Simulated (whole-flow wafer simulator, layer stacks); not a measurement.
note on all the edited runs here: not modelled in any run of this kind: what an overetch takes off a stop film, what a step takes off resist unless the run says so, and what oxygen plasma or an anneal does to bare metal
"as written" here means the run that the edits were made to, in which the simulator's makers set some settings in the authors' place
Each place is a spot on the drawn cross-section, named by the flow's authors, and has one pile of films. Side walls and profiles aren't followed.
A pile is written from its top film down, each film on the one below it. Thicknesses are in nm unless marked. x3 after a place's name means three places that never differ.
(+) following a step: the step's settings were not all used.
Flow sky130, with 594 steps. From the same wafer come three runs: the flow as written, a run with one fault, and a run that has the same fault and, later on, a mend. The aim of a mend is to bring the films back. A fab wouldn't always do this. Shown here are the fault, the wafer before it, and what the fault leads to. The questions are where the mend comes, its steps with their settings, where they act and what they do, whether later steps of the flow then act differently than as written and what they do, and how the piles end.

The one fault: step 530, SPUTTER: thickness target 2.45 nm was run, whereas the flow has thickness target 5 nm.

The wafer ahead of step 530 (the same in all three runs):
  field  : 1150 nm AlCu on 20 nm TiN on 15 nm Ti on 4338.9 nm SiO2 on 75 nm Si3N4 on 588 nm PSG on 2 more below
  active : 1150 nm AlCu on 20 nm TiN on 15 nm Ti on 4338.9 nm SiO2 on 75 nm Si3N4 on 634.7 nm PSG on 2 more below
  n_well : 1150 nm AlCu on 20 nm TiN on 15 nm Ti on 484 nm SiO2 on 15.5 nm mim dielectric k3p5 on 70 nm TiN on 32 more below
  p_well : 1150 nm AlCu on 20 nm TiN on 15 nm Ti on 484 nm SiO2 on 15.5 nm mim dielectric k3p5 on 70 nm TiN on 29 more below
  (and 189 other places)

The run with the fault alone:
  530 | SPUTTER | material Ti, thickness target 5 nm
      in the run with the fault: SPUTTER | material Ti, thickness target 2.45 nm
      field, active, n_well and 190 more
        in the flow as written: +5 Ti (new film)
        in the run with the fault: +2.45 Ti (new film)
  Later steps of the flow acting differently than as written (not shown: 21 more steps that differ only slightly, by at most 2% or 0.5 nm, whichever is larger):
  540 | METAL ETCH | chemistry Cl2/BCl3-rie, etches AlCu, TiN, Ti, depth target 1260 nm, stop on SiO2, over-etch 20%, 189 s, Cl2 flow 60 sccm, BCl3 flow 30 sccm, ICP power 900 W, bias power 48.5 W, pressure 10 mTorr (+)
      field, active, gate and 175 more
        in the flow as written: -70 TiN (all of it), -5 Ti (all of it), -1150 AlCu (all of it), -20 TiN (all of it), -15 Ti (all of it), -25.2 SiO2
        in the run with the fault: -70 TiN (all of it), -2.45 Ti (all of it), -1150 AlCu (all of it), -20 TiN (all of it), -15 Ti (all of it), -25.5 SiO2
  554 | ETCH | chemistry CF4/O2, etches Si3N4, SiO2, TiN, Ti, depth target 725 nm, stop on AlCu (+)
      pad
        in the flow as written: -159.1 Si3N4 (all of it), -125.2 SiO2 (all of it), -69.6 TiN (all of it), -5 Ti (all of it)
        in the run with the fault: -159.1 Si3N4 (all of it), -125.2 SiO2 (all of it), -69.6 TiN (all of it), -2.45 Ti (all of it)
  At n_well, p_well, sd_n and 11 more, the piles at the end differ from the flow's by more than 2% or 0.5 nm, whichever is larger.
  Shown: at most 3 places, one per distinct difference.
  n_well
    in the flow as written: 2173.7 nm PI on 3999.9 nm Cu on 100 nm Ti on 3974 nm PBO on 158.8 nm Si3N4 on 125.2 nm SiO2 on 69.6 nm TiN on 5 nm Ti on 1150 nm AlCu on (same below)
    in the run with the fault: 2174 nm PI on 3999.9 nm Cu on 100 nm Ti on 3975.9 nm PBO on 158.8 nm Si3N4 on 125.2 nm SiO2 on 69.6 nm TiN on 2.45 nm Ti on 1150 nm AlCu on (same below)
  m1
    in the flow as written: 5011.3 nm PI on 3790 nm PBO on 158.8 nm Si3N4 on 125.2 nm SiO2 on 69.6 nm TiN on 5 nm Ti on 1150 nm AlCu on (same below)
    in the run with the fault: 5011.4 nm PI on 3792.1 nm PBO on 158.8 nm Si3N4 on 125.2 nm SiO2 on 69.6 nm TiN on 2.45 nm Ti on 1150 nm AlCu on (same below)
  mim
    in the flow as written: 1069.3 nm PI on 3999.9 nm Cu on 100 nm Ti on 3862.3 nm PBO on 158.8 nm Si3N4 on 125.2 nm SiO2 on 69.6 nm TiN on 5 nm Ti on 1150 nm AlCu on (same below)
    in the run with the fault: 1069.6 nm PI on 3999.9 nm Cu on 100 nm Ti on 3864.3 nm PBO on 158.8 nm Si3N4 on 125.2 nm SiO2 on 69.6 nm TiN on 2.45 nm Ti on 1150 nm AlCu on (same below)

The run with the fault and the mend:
  The mend follows step 530.
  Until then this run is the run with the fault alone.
  530a | SPUTTER | material Ti, thickness target 2.55 nm (the flow's step 530, run once more with other settings)
      field, active, n_well and 190 more
        +2.55 Ti
  Every later step of the flow that is run acts as written at every place that is followed.
  At every place that both follow, the piles at the end match the flow's.
